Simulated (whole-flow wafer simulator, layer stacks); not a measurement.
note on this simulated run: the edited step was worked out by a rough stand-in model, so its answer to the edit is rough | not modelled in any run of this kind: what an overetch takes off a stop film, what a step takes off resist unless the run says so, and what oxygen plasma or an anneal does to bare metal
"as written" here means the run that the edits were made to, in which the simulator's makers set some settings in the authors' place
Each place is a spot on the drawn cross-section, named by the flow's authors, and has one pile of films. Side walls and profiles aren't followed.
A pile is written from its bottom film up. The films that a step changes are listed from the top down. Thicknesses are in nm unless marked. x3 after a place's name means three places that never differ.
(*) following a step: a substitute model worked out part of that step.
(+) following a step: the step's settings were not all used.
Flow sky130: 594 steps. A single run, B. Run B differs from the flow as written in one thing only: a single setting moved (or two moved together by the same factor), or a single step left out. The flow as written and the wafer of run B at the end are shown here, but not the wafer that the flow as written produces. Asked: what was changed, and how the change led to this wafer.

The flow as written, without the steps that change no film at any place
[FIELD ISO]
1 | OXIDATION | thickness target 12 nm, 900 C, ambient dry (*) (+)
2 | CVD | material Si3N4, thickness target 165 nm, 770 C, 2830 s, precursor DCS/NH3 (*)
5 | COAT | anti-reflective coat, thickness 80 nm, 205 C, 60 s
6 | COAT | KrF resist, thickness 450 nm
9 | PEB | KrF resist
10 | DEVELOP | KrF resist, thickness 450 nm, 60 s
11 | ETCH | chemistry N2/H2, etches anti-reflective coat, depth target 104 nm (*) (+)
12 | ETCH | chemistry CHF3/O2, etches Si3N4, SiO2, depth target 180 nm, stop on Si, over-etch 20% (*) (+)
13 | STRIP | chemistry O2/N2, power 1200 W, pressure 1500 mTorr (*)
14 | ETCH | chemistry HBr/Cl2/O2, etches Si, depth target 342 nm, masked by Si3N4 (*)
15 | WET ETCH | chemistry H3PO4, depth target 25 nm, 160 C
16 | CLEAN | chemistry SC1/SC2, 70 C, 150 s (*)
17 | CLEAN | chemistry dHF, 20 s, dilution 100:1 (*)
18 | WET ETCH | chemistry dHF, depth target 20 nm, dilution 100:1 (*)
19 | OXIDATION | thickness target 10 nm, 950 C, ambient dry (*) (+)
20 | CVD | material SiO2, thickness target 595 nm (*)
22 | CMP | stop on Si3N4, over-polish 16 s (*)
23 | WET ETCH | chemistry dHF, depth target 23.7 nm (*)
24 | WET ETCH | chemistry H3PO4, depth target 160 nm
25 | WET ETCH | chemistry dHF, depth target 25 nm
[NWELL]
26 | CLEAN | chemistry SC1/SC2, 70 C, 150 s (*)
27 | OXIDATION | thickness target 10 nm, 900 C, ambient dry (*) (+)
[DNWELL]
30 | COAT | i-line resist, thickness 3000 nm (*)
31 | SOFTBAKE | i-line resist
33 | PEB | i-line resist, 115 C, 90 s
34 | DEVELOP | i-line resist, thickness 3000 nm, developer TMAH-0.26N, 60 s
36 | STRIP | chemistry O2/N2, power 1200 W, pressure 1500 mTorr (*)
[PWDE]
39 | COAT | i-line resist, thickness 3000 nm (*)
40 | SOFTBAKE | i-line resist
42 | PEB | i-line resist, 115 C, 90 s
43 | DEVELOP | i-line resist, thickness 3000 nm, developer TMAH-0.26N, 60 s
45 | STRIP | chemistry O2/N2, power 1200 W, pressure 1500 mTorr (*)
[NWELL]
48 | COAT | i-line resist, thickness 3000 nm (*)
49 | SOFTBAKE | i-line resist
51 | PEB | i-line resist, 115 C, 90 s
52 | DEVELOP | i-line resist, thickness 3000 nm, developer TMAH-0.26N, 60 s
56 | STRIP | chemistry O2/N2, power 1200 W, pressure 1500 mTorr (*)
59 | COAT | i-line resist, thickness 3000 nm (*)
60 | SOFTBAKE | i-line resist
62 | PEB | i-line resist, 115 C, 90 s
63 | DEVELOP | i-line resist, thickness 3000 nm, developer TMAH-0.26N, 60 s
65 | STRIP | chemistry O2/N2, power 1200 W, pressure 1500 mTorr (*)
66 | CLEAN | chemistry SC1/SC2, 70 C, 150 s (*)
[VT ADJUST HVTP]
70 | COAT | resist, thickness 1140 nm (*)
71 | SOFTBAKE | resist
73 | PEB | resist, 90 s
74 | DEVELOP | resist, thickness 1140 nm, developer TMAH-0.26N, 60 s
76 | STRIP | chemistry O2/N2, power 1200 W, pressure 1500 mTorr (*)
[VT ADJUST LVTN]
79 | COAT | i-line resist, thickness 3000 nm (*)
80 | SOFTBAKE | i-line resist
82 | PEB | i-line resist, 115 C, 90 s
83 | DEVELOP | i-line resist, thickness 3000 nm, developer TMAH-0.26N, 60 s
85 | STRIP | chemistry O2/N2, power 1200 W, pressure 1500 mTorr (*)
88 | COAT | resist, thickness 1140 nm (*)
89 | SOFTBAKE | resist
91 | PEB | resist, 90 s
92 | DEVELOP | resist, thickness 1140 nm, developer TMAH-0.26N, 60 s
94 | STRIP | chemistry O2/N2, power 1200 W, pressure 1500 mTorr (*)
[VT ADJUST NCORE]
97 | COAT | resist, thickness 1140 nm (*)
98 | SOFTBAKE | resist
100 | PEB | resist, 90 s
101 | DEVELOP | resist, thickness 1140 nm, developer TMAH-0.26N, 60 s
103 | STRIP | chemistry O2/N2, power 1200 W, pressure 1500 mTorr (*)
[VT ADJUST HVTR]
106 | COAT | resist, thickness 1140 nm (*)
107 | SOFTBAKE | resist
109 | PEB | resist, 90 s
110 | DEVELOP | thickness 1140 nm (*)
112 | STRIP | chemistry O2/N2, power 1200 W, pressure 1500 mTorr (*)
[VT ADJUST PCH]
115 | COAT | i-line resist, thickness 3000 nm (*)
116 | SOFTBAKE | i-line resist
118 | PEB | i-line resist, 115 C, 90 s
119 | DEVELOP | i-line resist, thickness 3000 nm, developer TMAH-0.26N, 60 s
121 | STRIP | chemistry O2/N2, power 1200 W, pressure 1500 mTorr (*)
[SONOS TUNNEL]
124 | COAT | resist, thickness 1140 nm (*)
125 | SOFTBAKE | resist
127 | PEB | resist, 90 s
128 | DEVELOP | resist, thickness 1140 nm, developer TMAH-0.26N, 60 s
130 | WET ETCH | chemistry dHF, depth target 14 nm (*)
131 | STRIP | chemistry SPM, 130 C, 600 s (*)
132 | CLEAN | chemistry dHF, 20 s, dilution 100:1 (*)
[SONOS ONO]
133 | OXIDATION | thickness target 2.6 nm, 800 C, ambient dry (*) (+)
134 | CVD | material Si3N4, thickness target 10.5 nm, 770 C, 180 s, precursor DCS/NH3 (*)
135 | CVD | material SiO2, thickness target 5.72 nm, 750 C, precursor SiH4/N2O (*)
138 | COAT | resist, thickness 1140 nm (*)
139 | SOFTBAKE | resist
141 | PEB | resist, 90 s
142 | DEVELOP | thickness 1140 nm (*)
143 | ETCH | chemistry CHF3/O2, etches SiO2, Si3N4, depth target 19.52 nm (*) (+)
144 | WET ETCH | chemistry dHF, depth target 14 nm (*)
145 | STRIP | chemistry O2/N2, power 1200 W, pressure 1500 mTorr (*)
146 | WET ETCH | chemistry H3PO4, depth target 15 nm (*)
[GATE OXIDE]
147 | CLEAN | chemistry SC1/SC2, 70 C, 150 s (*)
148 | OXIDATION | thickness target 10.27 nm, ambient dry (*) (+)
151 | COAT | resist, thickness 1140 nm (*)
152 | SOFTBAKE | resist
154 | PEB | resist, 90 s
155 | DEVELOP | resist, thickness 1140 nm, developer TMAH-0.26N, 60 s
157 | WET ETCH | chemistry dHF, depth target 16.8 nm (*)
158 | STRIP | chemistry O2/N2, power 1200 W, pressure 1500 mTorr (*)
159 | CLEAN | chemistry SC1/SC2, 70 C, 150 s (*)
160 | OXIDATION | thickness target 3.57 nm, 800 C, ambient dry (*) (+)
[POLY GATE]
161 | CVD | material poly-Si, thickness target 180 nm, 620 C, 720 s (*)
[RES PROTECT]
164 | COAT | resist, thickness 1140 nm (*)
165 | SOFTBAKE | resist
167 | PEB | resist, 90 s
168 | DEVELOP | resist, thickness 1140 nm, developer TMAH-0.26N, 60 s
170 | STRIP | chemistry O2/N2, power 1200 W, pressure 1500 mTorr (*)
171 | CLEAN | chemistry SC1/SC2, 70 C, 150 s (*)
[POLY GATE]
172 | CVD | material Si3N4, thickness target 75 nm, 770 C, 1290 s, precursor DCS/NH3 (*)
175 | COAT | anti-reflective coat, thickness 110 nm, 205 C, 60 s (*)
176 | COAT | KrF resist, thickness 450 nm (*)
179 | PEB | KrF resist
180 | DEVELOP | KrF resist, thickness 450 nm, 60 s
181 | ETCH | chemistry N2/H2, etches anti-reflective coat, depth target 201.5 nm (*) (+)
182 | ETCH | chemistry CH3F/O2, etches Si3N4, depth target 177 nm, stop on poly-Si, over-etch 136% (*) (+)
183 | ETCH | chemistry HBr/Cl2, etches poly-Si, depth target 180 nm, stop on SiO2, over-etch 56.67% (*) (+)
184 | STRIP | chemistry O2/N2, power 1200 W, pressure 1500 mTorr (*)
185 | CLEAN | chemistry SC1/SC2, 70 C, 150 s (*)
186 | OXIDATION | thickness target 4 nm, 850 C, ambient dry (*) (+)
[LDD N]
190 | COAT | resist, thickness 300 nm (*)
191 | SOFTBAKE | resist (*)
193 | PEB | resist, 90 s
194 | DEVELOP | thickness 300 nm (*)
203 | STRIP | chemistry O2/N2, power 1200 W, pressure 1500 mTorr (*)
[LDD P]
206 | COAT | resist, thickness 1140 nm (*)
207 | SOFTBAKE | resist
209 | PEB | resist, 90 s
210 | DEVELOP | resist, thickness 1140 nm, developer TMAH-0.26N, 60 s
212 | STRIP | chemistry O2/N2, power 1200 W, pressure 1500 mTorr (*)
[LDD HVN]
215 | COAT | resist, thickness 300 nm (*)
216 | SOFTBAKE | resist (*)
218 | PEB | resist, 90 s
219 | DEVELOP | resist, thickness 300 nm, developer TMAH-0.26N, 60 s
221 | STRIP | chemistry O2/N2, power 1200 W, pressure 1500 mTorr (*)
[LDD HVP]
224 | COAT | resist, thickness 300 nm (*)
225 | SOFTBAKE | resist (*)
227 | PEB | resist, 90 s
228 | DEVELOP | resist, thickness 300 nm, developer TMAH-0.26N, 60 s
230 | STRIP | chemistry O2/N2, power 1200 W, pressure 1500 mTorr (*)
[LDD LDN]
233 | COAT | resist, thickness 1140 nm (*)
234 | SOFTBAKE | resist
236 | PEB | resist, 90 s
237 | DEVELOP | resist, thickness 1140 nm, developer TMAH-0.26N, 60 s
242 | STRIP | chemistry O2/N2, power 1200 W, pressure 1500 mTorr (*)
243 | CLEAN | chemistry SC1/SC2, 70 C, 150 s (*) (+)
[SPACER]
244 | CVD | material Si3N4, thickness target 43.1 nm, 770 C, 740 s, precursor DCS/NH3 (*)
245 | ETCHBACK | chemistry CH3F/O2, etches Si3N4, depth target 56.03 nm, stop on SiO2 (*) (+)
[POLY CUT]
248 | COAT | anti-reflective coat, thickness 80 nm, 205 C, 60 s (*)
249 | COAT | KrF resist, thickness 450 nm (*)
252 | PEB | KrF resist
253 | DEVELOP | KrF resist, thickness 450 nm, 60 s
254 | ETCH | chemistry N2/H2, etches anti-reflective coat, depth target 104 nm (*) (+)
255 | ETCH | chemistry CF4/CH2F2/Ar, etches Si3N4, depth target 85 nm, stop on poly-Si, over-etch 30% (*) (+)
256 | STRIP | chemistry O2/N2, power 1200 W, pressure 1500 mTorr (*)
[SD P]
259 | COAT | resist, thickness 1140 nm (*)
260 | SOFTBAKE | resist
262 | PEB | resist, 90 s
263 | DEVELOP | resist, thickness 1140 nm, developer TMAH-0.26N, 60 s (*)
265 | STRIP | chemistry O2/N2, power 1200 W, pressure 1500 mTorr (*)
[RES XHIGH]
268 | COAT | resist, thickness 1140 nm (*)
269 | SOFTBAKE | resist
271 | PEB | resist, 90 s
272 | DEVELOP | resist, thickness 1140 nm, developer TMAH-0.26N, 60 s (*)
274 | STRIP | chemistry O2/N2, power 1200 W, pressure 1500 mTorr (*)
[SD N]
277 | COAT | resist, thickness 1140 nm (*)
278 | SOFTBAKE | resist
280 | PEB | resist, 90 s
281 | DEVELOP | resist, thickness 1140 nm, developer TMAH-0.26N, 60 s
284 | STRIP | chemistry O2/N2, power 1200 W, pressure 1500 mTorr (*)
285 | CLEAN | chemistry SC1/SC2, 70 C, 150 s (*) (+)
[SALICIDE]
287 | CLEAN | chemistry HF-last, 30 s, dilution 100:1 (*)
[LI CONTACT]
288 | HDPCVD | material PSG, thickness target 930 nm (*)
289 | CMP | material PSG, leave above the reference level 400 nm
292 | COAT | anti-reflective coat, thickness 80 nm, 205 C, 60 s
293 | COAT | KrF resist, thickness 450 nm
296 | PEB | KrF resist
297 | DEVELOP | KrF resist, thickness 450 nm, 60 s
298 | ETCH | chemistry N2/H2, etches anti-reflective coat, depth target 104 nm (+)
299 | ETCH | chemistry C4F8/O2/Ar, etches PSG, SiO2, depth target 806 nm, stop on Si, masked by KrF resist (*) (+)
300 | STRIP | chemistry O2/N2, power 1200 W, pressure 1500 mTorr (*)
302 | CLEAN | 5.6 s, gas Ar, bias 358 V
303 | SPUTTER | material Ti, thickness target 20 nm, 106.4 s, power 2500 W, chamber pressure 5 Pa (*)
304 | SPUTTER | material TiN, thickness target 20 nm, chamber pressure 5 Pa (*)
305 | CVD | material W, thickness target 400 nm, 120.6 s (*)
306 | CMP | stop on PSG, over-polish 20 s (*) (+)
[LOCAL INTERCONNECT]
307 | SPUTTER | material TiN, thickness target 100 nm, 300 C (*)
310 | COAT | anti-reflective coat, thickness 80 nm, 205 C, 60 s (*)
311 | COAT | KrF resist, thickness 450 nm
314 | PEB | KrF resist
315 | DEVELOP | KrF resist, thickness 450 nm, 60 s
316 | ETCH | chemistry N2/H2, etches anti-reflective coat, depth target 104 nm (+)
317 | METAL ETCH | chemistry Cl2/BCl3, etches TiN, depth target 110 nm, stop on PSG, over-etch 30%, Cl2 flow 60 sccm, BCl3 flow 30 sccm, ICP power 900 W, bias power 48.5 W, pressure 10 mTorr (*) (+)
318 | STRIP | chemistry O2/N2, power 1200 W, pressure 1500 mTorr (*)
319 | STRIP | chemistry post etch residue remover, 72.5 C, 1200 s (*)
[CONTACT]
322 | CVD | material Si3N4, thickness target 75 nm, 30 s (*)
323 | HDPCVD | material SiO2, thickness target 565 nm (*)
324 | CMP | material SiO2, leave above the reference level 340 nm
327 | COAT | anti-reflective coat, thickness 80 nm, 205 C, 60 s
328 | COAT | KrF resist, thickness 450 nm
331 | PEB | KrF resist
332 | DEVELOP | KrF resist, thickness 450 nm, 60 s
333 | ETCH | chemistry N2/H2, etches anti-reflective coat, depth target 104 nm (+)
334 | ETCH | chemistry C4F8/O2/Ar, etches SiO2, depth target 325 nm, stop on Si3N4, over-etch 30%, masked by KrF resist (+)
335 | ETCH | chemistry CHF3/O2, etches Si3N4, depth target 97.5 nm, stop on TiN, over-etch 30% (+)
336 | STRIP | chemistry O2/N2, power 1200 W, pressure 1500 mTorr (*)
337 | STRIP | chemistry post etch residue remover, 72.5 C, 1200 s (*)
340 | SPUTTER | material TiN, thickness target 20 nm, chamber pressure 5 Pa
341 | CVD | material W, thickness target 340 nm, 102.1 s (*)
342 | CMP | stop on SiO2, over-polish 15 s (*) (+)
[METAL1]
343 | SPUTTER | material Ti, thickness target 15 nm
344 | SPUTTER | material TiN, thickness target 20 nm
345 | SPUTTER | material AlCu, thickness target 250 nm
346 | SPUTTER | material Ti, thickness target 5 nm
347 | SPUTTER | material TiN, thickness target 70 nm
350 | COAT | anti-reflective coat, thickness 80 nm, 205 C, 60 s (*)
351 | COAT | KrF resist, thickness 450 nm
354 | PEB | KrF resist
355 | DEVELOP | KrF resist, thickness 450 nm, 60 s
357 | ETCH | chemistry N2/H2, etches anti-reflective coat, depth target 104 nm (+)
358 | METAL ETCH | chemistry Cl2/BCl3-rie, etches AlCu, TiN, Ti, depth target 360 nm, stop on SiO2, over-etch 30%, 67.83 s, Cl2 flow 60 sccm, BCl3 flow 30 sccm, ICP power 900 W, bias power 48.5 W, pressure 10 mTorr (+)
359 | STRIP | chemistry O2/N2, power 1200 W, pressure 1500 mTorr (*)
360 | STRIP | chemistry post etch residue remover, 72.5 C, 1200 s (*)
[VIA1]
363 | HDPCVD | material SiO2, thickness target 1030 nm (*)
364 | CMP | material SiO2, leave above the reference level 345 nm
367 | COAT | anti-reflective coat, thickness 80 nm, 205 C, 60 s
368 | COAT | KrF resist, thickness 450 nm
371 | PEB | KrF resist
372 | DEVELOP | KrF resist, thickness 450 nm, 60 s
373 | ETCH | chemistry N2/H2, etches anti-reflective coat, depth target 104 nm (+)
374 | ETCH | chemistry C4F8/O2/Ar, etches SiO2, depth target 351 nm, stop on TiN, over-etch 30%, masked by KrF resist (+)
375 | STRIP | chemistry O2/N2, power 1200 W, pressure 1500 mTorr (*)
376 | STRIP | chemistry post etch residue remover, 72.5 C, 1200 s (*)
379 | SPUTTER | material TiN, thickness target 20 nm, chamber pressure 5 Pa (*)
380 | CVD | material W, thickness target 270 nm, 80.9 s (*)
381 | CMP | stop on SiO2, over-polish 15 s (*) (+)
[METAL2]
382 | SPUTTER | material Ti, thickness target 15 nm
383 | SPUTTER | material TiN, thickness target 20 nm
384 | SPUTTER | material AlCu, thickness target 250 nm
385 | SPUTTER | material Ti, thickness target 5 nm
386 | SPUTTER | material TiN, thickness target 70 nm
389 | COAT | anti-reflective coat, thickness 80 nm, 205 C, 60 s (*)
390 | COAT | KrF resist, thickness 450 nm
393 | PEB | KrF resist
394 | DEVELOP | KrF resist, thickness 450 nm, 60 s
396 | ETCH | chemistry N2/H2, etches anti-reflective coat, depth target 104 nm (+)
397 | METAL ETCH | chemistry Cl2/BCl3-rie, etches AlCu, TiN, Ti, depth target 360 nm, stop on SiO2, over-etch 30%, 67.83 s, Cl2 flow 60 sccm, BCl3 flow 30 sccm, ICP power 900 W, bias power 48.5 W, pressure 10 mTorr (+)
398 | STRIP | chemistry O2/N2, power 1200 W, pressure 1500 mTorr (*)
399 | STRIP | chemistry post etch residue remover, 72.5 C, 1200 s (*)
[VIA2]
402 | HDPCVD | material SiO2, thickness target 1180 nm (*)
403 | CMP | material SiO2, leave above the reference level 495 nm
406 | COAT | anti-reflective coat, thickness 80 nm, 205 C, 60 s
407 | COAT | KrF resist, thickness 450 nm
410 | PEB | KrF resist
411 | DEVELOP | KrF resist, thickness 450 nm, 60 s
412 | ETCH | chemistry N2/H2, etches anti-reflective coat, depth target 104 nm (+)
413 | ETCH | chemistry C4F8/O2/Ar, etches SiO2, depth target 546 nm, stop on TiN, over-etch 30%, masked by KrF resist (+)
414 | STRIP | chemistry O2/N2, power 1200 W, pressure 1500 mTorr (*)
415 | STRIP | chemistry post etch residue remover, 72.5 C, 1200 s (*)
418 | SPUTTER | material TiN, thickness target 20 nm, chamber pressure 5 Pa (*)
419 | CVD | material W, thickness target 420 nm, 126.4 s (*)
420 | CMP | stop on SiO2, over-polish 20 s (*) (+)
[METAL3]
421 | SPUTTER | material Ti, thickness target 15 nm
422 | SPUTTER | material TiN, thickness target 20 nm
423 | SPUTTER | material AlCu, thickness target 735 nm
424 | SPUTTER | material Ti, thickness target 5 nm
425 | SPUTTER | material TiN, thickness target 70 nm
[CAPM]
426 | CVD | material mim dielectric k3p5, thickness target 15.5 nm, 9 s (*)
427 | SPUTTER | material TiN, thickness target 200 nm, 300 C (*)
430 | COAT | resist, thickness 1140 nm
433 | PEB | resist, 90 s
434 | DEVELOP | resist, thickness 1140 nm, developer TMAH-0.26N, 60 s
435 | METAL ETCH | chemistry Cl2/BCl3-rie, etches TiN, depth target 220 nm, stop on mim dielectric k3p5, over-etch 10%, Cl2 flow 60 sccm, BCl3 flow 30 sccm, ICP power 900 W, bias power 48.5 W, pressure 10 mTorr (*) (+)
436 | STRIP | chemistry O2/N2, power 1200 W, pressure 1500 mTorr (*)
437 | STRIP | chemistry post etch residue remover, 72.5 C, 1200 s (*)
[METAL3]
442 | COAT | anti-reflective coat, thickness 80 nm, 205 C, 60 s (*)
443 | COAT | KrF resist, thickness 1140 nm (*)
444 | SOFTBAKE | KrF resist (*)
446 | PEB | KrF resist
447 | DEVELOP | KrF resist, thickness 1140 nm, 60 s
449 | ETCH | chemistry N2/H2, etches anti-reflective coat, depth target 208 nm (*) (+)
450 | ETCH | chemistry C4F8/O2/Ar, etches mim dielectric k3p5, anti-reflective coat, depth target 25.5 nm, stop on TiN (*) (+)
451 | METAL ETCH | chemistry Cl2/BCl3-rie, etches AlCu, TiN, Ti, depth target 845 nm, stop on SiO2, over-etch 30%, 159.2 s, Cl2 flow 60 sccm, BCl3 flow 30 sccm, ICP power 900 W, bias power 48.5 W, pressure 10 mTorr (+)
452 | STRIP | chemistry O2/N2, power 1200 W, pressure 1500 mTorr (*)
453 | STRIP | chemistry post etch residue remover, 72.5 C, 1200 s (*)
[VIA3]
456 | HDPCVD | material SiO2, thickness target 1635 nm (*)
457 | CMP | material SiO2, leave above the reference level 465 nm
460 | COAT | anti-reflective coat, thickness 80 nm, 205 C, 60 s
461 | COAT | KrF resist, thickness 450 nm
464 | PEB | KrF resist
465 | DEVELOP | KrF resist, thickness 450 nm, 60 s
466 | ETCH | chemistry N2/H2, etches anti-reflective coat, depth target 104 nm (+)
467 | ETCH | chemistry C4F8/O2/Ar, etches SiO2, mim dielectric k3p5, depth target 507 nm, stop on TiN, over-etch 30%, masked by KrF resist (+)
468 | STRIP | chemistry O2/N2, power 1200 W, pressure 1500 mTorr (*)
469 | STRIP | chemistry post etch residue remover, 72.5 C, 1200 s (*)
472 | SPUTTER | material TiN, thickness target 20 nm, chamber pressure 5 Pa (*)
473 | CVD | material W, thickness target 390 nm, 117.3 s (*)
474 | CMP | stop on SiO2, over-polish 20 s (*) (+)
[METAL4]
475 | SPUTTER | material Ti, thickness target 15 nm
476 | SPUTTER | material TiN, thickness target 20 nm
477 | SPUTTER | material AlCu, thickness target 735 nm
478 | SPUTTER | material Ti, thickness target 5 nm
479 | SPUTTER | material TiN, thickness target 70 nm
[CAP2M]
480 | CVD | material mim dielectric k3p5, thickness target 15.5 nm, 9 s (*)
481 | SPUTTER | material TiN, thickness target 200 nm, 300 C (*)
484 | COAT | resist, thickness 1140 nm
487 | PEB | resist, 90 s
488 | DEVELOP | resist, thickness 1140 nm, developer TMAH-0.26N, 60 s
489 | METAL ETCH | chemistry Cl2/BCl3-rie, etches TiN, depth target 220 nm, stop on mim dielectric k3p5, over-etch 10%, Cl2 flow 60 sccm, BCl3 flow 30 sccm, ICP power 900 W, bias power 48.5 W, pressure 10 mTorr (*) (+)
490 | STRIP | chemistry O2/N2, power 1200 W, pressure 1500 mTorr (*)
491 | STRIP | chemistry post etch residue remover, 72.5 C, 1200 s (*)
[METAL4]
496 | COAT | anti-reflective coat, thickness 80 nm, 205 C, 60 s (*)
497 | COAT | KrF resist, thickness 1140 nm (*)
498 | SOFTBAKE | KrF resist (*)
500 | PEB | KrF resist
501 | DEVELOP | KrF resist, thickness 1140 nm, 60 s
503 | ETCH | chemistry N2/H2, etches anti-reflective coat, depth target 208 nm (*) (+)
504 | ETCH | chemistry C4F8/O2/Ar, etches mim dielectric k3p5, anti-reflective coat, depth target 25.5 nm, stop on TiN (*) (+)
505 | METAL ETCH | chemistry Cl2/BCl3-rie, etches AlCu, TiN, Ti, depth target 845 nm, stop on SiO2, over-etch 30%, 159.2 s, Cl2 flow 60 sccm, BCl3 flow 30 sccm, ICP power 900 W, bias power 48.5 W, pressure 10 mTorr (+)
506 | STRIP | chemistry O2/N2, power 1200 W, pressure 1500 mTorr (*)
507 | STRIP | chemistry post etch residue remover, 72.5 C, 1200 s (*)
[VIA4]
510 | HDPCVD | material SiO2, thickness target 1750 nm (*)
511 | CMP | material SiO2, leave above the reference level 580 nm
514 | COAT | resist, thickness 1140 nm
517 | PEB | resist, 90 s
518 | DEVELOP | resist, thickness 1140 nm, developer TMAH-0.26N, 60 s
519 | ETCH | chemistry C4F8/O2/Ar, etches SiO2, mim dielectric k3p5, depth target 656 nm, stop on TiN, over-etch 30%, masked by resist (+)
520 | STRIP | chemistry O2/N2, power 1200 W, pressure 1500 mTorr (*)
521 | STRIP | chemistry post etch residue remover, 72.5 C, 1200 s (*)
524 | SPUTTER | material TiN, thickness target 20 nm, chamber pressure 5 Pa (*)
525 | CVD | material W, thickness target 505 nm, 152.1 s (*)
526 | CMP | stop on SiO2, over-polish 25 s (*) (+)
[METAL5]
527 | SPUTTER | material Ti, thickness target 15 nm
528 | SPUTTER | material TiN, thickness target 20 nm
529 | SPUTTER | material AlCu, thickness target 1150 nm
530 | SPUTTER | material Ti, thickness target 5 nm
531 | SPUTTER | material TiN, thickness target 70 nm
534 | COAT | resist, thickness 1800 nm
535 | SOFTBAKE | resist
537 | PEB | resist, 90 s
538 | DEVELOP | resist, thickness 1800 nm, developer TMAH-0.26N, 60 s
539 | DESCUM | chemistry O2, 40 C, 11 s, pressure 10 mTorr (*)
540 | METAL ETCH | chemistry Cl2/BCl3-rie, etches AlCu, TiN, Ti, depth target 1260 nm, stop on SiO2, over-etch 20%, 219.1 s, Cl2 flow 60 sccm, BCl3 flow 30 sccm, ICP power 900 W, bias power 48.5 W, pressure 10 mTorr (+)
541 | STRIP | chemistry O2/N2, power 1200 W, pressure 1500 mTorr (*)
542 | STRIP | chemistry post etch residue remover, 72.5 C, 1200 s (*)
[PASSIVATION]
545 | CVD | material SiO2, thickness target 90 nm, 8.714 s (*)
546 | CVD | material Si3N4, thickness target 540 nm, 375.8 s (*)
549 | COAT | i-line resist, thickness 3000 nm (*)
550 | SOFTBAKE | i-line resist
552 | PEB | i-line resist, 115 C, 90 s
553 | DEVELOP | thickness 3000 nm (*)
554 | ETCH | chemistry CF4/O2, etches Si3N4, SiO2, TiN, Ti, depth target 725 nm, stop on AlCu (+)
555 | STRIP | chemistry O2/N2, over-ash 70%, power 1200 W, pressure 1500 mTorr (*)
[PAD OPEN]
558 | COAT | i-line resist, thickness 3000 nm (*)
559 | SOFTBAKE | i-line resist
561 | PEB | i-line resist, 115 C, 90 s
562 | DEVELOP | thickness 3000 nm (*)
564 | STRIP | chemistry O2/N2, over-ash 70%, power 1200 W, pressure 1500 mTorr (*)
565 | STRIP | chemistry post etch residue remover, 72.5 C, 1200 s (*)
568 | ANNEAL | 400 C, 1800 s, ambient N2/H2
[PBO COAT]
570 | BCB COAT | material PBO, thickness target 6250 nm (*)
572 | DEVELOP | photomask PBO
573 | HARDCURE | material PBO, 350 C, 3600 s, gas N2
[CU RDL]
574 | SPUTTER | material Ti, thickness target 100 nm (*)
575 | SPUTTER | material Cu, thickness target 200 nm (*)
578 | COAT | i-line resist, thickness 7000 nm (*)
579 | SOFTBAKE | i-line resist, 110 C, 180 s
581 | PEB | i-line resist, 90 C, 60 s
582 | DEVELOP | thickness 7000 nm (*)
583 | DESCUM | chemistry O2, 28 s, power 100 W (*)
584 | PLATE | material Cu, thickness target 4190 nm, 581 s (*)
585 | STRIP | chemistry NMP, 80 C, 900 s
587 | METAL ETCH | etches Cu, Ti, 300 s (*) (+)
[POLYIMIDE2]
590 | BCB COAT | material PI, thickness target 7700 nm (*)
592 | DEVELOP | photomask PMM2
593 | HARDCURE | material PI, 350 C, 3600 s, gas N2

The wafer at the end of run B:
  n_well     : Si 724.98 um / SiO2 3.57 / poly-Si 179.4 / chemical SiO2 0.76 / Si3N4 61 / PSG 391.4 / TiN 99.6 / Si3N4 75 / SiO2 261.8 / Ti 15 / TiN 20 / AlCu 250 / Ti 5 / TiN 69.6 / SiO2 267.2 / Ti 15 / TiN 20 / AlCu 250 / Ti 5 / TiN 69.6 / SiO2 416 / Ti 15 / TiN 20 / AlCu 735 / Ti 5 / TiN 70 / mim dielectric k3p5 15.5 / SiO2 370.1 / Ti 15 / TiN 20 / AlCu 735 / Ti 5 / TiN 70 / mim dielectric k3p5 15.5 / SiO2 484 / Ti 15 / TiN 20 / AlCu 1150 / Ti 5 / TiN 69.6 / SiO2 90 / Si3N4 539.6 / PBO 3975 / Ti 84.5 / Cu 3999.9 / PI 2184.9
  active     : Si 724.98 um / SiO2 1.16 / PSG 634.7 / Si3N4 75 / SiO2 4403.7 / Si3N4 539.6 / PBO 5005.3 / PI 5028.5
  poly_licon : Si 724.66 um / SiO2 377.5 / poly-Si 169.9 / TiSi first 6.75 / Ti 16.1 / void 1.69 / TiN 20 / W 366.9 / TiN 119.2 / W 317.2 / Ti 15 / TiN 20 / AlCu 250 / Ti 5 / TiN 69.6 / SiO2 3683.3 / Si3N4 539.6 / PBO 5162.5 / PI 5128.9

The reason: step 574, SPUTTER: thickness target 84.5 nm was run, whereas the flow has thickness target 100 nm.
One can read it off the wafer: n_well has Ti 84.5, and step 574 as written asks for 100 nm.

The path from the change to this, step by step:
  574 | SPUTTER | material Ti, thickness target 100 nm (*)
      field, active, n_well and 190 more: +84.5 Ti (new film) (as written it would have been: +100 Ti (new film))
  587 | METAL ETCH | etches Cu, Ti, 300 s (*) (+)
      field, active, gate and 167 more: -200 Cu (all of it), -84.5 Ti (all of it) (as written it would have been: -200 Cu (all of it), -100 Ti (all of it))
  590 | BCB COAT | material PI, thickness target 7700 nm (*)
      de16_gate_nw: +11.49 um PI (new film) (as written it would have been: +11.5 um PI (new film))
